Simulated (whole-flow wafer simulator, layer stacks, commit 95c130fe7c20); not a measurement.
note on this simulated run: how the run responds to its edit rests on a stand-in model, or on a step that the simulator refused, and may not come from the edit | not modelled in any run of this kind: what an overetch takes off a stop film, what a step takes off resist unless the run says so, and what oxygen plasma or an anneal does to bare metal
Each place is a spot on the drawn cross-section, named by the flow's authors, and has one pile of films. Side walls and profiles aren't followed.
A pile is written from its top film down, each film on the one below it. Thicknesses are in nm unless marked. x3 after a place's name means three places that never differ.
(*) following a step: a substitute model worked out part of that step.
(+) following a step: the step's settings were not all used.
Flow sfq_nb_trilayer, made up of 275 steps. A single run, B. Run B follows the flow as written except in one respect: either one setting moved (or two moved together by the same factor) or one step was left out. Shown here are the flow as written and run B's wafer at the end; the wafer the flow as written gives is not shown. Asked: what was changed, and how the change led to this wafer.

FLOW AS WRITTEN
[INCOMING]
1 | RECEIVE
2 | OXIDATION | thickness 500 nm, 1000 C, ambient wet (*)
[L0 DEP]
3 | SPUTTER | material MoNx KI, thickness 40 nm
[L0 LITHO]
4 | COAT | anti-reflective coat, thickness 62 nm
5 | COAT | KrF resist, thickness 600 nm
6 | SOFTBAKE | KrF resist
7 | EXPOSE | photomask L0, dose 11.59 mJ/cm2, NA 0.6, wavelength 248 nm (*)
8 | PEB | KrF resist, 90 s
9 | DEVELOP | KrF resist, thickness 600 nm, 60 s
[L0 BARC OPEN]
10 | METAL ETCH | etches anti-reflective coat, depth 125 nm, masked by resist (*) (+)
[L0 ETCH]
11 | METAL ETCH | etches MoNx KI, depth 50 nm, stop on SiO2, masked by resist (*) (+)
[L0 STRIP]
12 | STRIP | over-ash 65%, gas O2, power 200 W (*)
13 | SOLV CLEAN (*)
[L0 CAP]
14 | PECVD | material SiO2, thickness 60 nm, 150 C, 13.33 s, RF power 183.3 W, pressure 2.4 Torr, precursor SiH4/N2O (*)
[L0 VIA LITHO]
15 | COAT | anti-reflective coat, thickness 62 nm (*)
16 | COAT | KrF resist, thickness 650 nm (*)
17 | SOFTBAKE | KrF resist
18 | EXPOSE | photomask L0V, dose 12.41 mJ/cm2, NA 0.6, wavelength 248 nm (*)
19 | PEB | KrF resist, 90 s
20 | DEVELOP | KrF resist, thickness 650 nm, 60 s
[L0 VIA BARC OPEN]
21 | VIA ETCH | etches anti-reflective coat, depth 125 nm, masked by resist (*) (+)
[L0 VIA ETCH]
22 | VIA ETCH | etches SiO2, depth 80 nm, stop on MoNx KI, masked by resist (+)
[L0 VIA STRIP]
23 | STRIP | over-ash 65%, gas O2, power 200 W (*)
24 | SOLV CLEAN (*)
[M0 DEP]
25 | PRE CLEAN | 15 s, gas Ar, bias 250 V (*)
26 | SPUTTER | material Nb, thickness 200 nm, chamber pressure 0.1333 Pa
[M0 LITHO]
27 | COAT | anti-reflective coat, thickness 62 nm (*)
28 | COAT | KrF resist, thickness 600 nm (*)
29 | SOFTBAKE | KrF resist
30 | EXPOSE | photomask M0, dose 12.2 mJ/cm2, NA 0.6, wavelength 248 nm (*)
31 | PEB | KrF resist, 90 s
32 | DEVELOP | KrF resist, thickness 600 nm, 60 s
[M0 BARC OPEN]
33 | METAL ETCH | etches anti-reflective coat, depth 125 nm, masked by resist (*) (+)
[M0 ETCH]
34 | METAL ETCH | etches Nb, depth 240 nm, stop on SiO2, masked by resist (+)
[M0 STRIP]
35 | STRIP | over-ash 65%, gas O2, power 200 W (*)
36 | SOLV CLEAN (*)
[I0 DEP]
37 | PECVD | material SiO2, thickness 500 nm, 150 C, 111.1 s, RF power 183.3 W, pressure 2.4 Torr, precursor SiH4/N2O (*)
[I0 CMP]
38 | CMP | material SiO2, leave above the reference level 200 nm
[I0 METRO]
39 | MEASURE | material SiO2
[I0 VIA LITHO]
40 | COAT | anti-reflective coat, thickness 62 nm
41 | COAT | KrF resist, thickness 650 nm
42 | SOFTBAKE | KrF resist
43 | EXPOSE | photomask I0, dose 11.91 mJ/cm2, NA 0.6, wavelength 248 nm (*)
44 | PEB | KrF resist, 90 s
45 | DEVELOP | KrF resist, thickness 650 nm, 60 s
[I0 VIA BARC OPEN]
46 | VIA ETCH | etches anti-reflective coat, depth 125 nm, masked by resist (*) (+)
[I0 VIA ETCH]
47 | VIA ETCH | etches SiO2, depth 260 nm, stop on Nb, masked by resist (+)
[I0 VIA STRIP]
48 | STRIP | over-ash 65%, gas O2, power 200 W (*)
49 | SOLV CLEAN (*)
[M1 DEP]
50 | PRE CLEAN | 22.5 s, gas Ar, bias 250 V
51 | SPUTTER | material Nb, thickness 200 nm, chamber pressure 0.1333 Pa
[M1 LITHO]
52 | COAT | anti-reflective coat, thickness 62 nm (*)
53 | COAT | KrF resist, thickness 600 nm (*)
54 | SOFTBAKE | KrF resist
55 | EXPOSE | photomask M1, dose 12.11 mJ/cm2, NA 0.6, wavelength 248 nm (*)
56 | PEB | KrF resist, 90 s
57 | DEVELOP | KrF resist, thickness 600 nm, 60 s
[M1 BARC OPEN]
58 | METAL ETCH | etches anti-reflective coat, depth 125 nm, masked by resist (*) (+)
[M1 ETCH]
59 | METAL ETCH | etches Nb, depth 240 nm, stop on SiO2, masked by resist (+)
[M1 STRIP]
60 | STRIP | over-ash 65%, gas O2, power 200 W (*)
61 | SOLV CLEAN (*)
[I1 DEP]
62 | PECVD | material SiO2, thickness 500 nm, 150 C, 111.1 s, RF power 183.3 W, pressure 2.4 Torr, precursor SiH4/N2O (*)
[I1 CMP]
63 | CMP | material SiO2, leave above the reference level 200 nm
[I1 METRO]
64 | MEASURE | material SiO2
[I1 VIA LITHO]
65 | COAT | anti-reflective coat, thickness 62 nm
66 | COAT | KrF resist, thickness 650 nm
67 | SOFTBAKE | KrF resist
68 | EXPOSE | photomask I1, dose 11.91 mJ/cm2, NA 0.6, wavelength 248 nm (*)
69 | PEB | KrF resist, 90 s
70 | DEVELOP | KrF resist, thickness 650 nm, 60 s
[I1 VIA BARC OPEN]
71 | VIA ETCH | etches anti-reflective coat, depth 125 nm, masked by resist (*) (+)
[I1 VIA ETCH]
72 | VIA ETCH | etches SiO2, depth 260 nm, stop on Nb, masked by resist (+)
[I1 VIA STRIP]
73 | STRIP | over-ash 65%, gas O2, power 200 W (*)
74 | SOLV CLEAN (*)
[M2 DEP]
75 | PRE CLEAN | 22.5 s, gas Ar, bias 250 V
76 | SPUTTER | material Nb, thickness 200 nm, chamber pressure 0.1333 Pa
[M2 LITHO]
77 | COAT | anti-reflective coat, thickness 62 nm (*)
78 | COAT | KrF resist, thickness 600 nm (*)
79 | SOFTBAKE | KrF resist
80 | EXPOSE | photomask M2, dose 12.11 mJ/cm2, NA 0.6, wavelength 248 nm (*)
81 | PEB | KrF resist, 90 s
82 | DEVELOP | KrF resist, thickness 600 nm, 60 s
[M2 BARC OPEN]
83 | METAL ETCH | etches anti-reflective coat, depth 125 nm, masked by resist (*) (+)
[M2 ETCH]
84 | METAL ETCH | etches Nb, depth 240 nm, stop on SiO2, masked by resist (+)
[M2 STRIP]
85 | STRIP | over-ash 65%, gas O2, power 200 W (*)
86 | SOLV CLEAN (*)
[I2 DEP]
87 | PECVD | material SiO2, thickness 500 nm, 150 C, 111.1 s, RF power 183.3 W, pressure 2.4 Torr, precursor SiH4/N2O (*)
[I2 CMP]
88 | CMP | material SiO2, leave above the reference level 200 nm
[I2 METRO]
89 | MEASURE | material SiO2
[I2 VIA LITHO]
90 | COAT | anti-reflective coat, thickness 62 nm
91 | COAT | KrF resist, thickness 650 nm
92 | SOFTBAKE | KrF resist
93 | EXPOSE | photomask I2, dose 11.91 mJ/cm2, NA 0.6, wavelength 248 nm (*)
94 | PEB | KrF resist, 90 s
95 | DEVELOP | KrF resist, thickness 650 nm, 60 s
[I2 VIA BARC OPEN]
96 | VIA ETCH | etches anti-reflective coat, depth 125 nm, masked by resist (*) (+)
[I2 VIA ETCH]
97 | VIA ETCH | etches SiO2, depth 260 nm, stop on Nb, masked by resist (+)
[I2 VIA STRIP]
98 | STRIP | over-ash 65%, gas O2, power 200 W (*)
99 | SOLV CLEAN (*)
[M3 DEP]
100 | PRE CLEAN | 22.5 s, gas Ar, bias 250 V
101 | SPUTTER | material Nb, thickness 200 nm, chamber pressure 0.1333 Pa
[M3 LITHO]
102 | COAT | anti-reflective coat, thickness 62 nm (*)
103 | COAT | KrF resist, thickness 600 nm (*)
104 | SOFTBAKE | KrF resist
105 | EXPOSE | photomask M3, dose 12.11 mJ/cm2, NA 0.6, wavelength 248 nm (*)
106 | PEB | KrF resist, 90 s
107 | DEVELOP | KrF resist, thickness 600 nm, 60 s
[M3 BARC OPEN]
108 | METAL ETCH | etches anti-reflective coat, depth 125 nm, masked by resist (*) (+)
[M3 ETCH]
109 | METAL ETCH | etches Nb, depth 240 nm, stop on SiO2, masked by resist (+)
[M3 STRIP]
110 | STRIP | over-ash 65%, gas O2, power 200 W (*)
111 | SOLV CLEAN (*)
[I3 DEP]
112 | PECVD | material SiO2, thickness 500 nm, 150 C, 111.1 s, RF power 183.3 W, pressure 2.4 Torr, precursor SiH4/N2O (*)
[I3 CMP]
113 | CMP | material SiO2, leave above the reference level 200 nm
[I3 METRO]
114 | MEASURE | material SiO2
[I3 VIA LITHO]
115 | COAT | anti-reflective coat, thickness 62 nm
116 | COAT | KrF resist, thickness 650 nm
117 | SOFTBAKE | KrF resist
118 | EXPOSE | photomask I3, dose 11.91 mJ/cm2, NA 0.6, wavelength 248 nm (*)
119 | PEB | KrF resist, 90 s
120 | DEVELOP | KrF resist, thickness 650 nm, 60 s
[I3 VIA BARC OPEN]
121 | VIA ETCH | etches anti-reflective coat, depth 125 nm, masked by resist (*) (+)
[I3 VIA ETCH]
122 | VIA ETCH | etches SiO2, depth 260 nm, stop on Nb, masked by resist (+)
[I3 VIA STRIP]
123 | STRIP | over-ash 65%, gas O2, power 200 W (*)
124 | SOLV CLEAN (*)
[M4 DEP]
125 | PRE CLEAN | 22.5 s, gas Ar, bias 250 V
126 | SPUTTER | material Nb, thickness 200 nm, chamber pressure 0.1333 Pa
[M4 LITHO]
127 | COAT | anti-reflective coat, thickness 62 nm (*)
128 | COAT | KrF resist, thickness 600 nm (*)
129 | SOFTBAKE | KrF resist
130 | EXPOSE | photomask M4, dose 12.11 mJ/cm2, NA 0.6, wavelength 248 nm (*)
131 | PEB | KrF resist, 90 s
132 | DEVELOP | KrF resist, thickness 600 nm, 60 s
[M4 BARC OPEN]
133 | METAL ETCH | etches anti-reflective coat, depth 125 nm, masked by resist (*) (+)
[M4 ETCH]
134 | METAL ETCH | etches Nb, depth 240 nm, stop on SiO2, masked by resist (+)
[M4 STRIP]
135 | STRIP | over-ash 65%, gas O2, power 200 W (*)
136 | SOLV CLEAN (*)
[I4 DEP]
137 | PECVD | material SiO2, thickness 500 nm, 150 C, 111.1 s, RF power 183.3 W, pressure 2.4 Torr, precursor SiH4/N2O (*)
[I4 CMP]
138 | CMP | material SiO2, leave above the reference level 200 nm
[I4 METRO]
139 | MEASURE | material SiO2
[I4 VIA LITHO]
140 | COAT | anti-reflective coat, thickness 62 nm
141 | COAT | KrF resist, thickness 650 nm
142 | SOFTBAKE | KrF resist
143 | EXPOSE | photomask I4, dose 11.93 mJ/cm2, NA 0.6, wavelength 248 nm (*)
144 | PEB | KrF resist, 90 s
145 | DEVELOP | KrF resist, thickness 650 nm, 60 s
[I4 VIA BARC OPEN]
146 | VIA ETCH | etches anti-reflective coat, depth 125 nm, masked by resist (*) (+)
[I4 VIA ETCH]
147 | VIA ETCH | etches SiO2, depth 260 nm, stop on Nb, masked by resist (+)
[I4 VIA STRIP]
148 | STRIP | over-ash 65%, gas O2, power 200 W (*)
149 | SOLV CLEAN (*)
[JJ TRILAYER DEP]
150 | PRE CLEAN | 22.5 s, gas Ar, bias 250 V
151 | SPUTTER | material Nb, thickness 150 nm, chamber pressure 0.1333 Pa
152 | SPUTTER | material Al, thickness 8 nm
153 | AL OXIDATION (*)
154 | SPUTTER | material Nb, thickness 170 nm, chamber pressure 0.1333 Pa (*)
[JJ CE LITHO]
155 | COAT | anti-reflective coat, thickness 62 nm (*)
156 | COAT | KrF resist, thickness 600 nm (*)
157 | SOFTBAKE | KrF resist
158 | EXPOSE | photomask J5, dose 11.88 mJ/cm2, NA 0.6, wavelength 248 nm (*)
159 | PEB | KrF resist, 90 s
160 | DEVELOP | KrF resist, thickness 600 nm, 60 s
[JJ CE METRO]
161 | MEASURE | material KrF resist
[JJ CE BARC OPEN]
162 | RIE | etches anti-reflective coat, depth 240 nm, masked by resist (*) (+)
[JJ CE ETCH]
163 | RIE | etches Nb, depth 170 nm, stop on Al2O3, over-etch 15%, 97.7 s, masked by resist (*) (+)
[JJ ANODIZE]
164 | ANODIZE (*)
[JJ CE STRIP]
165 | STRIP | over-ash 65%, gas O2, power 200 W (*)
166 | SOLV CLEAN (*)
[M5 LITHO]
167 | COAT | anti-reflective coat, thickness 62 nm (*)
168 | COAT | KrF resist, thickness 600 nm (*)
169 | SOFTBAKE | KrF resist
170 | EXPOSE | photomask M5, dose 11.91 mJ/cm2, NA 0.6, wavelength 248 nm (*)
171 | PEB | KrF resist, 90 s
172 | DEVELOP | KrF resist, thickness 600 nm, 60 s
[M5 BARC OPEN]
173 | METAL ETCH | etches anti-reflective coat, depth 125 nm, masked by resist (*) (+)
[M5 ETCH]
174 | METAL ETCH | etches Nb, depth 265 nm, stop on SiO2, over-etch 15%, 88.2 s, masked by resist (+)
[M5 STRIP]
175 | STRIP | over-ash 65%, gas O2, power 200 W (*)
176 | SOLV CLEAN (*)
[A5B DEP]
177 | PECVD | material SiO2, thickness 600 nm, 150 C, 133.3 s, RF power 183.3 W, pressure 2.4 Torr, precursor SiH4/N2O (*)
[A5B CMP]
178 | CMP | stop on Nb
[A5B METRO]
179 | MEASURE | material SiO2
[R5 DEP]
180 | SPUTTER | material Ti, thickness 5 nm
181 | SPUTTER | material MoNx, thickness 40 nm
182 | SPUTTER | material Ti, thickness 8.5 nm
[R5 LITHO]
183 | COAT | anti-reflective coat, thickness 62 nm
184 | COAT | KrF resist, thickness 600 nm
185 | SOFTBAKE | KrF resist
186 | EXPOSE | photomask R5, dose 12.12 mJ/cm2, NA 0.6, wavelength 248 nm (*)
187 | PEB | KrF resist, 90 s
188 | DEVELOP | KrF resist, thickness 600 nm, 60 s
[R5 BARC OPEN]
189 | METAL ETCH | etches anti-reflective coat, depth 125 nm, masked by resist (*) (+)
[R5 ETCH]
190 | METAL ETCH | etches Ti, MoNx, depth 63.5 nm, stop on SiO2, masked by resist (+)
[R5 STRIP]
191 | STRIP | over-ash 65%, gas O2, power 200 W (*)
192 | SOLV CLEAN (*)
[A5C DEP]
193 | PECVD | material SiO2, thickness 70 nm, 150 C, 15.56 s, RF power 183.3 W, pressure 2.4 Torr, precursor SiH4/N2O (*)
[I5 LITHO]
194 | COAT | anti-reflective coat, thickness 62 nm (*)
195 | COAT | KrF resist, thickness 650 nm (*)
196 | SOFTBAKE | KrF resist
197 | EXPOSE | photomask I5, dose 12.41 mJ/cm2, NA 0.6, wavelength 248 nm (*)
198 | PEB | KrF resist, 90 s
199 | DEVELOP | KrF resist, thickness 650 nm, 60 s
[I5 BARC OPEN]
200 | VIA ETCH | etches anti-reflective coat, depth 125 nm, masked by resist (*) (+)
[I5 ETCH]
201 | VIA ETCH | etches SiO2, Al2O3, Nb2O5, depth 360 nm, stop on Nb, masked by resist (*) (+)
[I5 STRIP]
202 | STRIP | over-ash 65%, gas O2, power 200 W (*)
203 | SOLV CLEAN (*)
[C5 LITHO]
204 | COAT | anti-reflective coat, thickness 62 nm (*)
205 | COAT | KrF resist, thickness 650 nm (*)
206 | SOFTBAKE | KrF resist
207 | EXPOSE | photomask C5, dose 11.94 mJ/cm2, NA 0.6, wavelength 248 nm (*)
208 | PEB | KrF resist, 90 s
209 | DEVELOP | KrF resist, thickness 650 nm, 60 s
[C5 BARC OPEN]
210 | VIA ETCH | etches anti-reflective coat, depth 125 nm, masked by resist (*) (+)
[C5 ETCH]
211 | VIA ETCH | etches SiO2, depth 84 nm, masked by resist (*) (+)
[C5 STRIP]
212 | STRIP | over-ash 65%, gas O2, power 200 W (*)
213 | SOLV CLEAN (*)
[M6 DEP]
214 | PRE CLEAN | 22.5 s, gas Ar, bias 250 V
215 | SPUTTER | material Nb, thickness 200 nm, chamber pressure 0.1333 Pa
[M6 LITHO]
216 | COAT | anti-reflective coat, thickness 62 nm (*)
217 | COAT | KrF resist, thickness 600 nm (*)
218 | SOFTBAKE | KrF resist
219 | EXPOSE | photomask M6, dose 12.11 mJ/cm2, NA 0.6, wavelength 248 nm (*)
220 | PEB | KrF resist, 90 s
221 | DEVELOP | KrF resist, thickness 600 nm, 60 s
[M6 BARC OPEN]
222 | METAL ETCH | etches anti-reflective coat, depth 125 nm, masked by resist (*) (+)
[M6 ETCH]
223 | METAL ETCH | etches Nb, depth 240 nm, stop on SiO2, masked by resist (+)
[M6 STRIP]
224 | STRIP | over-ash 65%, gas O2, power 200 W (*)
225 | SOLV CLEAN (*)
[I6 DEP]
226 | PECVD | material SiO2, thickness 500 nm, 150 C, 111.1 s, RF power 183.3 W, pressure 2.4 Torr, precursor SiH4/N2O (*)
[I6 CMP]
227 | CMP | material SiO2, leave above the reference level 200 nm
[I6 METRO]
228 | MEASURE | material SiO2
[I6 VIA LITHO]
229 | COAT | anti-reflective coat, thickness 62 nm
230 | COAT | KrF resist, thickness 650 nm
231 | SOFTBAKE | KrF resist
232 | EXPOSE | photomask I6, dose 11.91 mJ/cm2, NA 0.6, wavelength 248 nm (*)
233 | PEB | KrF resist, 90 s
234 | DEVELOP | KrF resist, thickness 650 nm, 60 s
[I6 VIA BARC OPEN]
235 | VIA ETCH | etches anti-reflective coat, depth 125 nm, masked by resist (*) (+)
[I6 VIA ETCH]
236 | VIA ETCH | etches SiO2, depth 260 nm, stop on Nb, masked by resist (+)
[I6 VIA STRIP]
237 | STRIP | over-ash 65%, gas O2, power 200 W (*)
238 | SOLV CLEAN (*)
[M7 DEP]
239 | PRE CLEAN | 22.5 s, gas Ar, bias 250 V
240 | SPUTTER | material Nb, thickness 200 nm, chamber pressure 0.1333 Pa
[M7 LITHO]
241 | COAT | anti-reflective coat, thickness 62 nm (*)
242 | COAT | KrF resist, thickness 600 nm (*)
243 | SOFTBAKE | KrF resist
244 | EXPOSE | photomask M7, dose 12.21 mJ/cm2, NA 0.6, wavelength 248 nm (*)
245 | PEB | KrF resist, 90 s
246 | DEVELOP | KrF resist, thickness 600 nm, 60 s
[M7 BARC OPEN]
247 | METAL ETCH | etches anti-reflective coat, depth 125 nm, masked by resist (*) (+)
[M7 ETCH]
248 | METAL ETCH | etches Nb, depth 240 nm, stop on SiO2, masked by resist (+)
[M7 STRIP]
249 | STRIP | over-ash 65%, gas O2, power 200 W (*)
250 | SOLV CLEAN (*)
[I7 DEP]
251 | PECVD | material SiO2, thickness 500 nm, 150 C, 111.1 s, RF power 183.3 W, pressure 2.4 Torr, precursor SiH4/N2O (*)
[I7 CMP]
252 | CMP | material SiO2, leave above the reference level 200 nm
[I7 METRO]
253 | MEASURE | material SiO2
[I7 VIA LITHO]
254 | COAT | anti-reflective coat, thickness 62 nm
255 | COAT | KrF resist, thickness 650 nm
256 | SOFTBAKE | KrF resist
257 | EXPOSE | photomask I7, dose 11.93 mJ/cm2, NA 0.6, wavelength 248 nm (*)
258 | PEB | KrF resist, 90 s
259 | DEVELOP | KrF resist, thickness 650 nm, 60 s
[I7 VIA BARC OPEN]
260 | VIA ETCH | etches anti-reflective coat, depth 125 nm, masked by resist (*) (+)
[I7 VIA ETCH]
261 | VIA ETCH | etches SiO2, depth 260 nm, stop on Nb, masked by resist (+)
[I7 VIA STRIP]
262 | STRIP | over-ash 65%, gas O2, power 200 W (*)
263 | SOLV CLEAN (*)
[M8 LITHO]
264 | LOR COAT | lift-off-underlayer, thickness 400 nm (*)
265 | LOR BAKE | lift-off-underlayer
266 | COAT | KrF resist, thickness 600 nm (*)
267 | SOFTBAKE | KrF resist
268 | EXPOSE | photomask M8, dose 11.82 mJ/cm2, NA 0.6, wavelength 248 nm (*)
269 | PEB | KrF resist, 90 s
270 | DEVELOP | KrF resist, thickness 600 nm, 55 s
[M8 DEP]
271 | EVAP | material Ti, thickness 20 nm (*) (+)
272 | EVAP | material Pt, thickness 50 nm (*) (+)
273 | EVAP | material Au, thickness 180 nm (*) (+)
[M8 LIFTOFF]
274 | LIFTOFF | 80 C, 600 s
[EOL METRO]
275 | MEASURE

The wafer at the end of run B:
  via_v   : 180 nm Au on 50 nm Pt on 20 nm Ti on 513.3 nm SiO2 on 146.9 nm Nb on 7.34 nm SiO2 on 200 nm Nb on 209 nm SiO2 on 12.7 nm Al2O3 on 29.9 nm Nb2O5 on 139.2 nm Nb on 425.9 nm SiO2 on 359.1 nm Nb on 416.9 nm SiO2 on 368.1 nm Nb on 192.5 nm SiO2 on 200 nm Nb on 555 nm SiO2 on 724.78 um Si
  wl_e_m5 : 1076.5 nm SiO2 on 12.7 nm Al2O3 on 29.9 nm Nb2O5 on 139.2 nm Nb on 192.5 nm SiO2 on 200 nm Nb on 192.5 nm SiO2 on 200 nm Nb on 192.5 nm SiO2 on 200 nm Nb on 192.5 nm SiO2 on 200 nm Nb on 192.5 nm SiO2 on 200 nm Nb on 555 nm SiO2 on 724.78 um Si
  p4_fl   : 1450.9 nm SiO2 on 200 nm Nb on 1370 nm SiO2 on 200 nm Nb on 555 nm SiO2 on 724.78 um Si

Cause: step 227, CMP: leave above the reference level 275 nm was run, whereas the flow has leave above the reference level 200 nm.

How this came from the change, step by step:
  227 | CMP | material SiO2, leave above the reference level 200 nm
      field_l, p4_fl, p4_fm and 59 more: SiO2 loses 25 (it would be, as written: SiO2 loses 100)
      v_sur, via_wl, via_w and 15 more: SiO2 loses 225 (it would be, as written: SiO2 loses 300)
      (as well as at 26 more places)
  236 | VIA ETCH | etches SiO2, depth 260 nm, stop on Nb, masked by resist (+)
      via_v: SiO2 loses 260 (it would be, as written: SiO2 loses 199.8 (all of it))
  239 | PRE CLEAN | 22.5 s, gas Ar, bias 250 V
      via_v: SiO2 loses 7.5 (it would be, as written: Nb loses 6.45)
  240 | SPUTTER | material Nb, thickness 200 nm, chamber pressure 0.1333 Pa
      via_v: Nb gains 146.9 (new film) (it would be, as written: Nb gains 161.1)
  241 | COAT | anti-reflective coat, thickness 62 nm (*)
      via_sp: anti-reflective coat gains 50 (new film) (it would be, as written: anti-reflective coat gains 53.1 (new film))
      via_v: anti-reflective coat gains 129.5 (new film) (it would be, as written: anti-reflective coat gains 126 (new film))
      (as well as at 1 more place)
  242 | COAT | KrF resist, thickness 600 nm (*)
      via_v: KrF resist gains 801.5 (new film) (it would be, as written: KrF resist gains 742.5 (new film))
  249 | STRIP | over-ash 65%, gas O2, power 200 W (*)
      via_sp: KrF resist loses 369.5 (all of it), anti-reflective coat loses 50 (all of it) (it would be, as written: KrF resist loses 373.6 (all of it), anti-reflective coat loses 53.1 (all of it))
      via_v: KrF resist loses 583.4 (all of it), anti-reflective coat loses 129.5 (all of it) (it would be, as written: KrF resist loses 524.5 (all of it), anti-reflective coat loses 126 (all of it))
      (as well as at 1 more place)
  251 | PECVD | material SiO2, thickness 500 nm, 150 C, 111.1 s, RF power 183.3 W, pressure 2.4 Torr, precursor SiH4/N2O (*)
      via_v: SiO2 gains 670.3 (new film) (it would be, as written: SiO2 gains 621 (new film))
  252 | CMP | material SiO2, leave above the reference level 200 nm
      via_v: SiO2 loses 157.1 (it would be, as written: SiO2 loses 183.1)
With metal films that touch counted as one body, via_v has 7 bodies (between them, from the top down: SiO2 513.3; SiO2 7.34; SiO2 209 / Al2O3 12.7 / Nb2O5 29.9; SiO2 425.9; SiO2 416.9; SiO2 192.5); the flow as written gives 6 bodies (between them, from the top down: SiO2 437.8; SiO2 209 / Al2O3 12.7 / Nb2O5 29.9; SiO2 425.9; SiO2 416.9; SiO2 192.5).
